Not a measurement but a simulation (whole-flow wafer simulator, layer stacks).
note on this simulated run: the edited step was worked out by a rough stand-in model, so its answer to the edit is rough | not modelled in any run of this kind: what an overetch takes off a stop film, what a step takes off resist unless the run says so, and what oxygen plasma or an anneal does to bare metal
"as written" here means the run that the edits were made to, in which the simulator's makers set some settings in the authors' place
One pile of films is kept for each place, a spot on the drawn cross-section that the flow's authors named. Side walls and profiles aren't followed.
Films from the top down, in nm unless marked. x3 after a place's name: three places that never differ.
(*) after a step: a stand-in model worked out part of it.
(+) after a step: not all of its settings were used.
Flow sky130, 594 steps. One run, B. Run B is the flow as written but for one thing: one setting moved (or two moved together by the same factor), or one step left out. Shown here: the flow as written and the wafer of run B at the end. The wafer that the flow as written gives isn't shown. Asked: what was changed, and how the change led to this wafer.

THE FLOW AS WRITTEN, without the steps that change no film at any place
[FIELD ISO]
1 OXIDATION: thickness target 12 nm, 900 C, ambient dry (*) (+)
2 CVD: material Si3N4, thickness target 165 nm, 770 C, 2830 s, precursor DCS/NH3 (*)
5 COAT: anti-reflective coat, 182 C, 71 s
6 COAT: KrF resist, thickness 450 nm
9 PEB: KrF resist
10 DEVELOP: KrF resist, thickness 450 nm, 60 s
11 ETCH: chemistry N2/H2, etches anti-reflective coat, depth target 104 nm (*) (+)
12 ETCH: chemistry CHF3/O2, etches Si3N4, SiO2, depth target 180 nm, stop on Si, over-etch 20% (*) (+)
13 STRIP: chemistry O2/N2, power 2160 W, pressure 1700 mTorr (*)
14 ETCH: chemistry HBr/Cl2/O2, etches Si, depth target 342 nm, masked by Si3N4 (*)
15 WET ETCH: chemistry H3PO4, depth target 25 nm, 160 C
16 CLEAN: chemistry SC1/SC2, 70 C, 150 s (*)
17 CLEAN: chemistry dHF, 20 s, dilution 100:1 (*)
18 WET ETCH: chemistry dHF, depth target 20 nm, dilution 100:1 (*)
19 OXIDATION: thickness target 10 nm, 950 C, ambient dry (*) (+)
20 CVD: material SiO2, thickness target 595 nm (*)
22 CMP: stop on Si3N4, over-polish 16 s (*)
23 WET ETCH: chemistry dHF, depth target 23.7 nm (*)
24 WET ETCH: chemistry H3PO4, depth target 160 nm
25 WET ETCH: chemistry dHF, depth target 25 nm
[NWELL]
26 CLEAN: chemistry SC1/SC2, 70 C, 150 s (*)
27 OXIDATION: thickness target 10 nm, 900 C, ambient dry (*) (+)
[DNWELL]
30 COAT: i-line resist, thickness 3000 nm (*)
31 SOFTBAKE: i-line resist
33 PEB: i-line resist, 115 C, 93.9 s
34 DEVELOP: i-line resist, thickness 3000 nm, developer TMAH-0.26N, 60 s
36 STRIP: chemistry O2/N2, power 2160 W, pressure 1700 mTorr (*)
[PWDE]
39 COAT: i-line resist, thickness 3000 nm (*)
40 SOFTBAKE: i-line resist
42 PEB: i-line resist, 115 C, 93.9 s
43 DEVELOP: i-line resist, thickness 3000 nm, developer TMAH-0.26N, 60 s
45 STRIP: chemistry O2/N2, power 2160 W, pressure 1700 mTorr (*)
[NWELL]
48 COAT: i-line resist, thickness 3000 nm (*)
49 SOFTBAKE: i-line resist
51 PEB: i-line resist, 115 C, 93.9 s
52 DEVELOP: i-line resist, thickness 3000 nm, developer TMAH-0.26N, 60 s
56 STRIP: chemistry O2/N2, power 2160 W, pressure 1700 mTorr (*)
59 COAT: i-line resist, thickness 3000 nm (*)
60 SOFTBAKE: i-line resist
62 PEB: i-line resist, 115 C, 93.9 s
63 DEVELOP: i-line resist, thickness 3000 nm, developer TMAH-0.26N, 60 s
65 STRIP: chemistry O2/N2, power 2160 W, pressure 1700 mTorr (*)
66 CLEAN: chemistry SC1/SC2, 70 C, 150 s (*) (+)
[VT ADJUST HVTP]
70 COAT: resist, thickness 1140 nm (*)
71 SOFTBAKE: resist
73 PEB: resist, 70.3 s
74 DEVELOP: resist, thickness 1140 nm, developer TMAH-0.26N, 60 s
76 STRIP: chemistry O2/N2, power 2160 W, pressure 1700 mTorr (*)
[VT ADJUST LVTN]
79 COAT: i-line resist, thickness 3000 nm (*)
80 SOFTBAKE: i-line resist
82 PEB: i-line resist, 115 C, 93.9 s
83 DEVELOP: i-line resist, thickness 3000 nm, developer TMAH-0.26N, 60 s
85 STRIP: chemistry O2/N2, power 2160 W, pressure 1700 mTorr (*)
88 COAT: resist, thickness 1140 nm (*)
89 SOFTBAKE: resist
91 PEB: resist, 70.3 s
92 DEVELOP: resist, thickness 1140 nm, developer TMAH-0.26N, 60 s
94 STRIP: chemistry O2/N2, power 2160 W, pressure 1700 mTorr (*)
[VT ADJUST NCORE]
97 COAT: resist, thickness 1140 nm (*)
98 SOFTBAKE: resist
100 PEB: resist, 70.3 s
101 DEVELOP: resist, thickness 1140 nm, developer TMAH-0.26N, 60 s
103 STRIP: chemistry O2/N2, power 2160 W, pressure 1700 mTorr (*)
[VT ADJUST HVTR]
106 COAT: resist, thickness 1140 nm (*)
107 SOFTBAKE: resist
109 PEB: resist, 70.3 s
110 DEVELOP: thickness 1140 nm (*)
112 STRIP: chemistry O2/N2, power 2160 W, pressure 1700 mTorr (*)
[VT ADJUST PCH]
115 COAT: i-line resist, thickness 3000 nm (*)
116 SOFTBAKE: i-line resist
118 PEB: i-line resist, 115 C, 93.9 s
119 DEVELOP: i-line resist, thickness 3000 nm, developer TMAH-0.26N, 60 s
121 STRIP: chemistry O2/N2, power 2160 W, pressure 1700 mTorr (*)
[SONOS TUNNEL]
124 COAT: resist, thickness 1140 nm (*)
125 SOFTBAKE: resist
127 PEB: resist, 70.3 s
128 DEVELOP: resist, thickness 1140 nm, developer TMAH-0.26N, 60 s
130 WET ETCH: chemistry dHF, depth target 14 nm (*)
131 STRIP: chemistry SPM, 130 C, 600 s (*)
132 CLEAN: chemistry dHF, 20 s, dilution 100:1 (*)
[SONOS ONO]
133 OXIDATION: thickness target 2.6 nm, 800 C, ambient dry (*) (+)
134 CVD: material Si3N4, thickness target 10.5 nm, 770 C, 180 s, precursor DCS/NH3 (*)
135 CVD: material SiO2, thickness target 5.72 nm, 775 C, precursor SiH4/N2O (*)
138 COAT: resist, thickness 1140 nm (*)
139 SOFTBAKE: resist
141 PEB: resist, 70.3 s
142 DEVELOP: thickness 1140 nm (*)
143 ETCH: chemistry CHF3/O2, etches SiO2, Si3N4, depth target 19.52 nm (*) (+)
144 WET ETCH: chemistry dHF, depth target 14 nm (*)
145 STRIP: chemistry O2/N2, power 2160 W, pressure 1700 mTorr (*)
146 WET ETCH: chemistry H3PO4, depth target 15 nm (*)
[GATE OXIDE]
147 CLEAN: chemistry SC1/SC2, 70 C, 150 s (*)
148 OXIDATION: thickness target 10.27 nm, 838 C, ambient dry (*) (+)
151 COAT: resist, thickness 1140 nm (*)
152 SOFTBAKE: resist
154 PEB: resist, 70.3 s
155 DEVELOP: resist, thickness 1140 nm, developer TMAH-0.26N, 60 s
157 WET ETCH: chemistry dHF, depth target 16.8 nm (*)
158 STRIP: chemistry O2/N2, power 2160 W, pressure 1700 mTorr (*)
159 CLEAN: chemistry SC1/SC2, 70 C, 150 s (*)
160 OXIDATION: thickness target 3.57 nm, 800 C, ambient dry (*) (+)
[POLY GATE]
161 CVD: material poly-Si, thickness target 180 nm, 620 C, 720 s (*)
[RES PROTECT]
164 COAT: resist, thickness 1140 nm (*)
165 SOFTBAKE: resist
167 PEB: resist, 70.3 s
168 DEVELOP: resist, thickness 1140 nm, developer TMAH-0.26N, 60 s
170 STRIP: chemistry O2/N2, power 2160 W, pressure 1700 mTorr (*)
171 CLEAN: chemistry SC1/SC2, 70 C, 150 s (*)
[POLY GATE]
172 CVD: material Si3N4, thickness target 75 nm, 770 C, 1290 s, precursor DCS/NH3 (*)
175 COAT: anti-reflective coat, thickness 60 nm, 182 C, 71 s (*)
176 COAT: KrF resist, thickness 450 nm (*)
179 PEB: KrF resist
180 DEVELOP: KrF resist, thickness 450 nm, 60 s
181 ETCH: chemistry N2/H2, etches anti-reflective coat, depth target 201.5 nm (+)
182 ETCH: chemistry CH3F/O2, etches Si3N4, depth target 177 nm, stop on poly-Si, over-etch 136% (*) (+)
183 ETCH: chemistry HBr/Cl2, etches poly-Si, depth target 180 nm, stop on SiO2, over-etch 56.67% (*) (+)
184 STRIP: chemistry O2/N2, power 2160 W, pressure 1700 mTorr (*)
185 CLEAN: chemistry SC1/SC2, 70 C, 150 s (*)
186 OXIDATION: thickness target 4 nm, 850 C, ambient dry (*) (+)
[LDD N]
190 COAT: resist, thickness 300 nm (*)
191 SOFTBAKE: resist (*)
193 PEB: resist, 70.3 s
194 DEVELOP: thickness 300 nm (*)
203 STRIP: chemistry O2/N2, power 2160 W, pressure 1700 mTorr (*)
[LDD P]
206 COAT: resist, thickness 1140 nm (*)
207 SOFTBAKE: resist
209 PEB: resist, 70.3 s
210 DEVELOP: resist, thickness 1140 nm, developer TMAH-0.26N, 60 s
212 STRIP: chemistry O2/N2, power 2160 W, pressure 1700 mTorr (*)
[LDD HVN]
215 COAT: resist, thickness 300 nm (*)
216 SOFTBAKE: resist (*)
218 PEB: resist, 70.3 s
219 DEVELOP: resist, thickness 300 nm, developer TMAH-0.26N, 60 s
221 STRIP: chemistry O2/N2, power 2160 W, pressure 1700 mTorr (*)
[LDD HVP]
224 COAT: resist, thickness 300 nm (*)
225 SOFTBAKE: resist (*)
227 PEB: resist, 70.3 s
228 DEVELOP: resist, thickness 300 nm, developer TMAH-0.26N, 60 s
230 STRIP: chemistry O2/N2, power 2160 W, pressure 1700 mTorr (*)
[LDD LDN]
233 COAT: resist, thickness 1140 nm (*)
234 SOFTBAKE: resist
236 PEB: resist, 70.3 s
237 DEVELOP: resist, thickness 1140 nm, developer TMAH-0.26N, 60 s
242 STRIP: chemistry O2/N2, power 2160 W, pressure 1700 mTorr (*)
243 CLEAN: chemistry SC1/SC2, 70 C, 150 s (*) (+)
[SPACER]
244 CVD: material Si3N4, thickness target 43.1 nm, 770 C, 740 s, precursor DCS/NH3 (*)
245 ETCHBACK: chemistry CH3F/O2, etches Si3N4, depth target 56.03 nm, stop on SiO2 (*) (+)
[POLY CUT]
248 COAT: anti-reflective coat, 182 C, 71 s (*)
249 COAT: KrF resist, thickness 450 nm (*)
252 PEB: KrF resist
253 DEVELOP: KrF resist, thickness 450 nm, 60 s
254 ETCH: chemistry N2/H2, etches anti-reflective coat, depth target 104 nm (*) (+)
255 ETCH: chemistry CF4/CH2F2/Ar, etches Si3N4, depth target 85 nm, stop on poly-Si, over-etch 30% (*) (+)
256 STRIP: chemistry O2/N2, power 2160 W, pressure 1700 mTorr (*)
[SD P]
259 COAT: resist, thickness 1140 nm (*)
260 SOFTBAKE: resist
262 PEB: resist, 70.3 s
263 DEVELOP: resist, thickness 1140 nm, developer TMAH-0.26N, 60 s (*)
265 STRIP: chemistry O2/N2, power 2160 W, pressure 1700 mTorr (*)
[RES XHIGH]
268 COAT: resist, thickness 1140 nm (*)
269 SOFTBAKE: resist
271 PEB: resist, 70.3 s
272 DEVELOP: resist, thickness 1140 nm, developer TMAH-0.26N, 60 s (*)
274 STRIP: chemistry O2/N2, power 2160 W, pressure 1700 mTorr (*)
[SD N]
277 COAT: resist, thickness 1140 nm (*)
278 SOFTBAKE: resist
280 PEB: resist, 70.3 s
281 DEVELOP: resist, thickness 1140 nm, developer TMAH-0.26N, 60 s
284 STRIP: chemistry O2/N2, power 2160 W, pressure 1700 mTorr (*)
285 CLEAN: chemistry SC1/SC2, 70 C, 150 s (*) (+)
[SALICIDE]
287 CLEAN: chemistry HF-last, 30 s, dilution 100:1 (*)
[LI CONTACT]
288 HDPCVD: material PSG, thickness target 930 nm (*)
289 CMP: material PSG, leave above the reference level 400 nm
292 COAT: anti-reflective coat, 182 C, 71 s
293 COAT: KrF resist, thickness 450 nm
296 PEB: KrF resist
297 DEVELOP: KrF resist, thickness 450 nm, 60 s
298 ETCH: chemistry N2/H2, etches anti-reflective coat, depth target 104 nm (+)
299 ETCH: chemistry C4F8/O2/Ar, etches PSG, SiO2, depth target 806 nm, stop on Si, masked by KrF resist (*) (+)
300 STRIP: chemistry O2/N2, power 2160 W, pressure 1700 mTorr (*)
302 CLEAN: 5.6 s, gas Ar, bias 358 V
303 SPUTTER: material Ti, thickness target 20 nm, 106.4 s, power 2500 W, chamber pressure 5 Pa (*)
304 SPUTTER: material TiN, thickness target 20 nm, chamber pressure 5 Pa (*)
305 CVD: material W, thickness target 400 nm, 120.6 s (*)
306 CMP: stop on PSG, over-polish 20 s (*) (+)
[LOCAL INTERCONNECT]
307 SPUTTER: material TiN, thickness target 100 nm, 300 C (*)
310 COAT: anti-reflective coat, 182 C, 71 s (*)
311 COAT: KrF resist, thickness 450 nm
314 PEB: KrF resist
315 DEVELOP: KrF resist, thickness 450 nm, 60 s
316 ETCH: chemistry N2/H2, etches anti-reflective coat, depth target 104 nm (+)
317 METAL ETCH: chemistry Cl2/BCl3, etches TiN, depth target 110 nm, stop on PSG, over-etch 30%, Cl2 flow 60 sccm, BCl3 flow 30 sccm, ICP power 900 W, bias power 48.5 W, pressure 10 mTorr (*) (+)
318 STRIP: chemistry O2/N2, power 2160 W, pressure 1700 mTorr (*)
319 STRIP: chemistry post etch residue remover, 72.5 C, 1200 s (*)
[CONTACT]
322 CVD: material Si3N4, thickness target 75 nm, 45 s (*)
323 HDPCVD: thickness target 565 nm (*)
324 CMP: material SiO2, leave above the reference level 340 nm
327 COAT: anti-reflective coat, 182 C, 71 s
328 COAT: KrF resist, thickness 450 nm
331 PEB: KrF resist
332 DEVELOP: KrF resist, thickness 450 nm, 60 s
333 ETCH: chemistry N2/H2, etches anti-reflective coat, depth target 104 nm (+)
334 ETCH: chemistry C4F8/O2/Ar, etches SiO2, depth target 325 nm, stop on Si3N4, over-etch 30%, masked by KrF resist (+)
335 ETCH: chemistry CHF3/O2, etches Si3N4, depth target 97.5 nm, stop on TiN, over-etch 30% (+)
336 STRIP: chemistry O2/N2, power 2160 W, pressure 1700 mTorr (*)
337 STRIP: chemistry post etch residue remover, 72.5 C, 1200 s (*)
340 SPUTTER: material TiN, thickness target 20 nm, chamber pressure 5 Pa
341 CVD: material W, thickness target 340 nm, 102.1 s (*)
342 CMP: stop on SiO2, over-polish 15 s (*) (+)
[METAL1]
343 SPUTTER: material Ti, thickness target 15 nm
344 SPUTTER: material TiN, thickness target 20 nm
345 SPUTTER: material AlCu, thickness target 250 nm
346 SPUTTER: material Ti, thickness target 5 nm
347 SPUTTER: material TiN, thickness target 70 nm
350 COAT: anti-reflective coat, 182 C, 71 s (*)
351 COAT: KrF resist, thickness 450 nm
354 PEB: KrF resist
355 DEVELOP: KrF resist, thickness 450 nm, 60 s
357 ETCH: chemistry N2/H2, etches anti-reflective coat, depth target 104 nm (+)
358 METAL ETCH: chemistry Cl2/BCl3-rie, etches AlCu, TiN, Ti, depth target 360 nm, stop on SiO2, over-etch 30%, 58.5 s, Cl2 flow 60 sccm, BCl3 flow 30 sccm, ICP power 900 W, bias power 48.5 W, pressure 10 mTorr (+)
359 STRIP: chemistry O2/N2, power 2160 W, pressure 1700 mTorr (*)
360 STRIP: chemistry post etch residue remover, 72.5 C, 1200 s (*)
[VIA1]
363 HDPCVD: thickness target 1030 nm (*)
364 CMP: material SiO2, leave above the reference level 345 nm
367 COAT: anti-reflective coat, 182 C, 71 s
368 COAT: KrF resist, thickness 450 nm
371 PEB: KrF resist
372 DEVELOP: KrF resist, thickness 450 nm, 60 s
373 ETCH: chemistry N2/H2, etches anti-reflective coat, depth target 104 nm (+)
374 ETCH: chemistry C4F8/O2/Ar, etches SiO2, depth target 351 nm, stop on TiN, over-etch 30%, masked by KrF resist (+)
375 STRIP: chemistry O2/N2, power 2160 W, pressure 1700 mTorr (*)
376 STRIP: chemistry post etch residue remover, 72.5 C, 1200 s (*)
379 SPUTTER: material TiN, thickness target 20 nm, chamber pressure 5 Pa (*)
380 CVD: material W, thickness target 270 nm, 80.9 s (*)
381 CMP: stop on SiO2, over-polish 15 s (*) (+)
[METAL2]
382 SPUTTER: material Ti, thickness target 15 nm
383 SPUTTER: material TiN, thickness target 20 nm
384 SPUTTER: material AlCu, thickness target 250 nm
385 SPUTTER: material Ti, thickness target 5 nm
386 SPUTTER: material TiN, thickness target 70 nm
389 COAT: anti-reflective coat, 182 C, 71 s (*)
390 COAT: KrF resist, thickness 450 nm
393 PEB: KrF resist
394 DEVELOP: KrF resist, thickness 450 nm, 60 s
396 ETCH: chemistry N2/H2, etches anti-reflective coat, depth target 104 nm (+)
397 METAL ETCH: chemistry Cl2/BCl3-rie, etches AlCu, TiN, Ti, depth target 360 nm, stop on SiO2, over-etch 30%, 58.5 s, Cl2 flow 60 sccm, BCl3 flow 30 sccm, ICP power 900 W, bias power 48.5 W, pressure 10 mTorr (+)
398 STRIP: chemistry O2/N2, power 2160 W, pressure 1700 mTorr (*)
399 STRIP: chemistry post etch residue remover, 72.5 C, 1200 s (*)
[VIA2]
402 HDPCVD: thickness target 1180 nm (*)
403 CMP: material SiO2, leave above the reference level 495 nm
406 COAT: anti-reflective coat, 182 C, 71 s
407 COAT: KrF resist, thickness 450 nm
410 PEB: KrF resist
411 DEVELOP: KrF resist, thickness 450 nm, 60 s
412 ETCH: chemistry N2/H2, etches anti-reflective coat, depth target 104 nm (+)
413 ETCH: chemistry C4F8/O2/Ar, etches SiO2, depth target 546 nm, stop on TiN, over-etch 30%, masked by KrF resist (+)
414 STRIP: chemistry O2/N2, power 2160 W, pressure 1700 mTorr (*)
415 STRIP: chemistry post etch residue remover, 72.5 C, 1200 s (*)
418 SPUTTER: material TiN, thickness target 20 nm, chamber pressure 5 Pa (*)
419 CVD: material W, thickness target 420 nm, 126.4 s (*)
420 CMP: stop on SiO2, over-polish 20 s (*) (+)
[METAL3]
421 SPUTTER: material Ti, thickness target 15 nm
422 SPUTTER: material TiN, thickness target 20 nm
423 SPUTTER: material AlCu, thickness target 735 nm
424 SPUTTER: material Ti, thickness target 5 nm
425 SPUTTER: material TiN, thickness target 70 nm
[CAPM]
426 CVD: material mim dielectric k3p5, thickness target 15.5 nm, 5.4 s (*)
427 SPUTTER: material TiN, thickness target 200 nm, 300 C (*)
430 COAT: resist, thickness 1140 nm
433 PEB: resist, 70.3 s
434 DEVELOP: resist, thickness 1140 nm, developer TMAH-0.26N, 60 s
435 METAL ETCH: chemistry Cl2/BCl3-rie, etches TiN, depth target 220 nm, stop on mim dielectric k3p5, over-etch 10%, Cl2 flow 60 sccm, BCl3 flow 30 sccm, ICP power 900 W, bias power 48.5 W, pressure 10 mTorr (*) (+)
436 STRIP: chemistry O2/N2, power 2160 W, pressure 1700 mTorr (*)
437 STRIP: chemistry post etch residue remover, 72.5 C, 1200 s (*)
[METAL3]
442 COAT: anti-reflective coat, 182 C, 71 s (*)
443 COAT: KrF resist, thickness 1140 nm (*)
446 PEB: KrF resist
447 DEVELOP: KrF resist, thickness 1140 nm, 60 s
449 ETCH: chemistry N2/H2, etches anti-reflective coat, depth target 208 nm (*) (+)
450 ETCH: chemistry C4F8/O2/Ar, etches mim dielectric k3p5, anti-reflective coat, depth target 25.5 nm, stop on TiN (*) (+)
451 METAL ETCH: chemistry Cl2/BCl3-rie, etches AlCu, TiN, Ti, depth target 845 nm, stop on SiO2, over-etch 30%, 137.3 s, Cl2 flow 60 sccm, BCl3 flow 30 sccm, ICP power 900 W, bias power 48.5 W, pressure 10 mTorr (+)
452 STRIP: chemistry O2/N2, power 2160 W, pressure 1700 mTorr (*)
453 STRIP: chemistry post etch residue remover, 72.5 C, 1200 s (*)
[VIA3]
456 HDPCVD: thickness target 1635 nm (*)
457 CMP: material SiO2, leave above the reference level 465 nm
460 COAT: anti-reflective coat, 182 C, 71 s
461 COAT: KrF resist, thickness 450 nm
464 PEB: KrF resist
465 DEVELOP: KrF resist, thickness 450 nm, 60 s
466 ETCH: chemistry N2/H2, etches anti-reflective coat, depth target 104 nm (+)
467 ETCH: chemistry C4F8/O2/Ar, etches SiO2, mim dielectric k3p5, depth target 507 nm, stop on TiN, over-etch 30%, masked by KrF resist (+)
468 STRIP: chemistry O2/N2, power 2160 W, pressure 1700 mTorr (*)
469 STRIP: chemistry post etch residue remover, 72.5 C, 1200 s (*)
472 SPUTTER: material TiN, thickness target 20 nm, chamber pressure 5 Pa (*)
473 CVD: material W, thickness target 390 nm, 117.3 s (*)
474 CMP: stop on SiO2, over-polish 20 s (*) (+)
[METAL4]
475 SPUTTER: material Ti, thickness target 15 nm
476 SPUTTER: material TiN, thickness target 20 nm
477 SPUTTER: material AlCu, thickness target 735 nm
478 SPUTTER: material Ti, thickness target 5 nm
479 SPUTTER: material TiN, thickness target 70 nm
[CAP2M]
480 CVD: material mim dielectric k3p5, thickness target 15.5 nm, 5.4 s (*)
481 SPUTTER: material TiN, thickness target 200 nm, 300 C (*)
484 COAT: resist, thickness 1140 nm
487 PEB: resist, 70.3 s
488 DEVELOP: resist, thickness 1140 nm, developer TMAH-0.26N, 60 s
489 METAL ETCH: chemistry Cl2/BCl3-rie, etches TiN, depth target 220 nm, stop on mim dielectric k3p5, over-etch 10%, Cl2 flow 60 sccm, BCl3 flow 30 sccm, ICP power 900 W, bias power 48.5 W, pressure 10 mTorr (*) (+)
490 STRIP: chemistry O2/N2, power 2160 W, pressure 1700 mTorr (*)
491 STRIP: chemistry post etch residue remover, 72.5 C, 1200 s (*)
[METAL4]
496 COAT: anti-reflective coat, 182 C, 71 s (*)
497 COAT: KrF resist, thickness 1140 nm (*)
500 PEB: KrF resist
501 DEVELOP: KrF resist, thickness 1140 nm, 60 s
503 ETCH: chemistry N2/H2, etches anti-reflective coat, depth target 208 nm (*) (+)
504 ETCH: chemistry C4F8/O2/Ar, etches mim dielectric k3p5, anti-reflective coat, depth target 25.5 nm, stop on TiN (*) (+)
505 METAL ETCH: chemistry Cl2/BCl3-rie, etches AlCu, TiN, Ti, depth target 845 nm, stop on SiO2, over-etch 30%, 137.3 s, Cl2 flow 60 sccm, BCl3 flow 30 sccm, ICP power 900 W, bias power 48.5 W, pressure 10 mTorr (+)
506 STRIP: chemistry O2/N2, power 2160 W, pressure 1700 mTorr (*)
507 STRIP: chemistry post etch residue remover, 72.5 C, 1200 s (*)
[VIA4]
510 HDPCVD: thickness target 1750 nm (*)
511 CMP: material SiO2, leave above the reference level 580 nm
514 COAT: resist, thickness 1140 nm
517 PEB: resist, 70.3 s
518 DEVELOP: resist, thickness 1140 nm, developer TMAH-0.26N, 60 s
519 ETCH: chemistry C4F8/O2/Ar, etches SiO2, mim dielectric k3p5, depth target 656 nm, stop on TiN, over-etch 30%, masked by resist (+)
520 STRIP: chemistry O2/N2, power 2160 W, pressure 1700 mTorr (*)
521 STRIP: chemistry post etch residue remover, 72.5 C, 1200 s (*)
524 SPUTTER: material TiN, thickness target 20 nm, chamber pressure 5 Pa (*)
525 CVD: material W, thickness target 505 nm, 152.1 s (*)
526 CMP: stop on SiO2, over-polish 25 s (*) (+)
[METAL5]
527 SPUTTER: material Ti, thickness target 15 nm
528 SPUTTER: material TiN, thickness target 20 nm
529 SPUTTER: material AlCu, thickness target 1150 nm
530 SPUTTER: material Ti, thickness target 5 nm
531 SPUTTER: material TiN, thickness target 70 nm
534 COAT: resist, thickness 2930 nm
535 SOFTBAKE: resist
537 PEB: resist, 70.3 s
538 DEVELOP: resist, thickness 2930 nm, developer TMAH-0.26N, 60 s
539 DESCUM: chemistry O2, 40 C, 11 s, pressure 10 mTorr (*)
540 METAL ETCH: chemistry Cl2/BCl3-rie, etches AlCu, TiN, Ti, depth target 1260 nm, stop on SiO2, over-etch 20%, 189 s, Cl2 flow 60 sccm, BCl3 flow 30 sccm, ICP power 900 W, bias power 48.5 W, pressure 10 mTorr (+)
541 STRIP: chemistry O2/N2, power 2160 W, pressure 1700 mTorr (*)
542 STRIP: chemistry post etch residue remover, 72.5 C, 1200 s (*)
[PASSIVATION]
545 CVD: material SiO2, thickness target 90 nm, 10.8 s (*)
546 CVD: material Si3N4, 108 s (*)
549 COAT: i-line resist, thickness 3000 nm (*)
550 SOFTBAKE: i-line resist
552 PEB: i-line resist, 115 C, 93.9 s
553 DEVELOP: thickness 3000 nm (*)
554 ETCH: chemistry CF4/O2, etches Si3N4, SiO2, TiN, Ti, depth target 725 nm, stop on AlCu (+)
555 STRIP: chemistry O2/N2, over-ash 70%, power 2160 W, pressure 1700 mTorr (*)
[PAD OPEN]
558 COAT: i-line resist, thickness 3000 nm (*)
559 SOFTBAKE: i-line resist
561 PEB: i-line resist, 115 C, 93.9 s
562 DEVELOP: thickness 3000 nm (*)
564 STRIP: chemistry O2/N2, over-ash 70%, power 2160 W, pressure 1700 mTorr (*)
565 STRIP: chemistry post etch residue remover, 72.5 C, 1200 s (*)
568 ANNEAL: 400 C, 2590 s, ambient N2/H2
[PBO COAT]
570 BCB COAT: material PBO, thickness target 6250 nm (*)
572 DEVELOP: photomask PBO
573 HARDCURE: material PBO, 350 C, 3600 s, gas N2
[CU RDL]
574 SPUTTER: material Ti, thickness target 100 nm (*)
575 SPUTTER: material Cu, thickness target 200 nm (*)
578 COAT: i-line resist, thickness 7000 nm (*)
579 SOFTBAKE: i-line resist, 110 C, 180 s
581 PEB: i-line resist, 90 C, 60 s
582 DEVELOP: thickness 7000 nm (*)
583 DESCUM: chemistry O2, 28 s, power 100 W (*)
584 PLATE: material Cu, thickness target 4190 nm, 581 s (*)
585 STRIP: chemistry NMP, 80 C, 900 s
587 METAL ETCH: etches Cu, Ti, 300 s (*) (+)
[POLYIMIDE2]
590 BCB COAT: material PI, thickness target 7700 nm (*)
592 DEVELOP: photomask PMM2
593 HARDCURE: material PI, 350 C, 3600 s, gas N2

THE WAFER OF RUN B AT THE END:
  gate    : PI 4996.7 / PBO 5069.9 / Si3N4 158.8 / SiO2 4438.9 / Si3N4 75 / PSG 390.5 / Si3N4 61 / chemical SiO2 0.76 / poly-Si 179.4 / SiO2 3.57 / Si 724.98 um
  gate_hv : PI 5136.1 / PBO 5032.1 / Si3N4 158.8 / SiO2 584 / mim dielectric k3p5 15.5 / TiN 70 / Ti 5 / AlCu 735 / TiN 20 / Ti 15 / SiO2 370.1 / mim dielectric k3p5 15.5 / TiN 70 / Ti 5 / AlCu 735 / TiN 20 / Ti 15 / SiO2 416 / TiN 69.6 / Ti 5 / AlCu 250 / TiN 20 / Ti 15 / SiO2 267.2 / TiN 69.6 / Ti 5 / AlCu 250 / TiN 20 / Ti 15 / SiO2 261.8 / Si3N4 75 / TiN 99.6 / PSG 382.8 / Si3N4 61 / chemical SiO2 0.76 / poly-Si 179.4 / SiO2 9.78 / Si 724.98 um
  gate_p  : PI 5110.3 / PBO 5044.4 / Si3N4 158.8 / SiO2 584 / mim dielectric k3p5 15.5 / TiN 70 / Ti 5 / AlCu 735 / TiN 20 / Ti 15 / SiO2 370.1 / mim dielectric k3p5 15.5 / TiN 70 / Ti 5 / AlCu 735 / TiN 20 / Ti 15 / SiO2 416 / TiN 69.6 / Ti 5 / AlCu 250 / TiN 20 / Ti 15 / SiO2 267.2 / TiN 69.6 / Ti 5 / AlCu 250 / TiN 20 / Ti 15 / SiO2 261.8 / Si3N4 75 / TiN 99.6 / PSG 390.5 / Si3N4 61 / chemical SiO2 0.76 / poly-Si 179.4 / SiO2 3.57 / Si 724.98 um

The cause: step 148, OXIDATION: thickness target 9.241 nm was run, where the flow has thickness target 10.27 nm.

How the change led to this, step by step:
  148 OXIDATION: thickness target 10.27 nm, 838 C, ambient dry (*) (+)
      active, n_well, p_well and 98 more: SiO2 +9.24 (new film), chemical SiO2 -0.76 (all of it), Si -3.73 (as written it would be: SiO2 +10.3 (new film), chemical SiO2 -0.76 (all of it), Si -4.18)
  157 WET ETCH: chemistry dHF, depth target 16.8 nm (*)
      active, n_well, p_well and 58 more: SiO2 -9.24 (all of it) (as written it would be: SiO2 -10.3 (all of it))
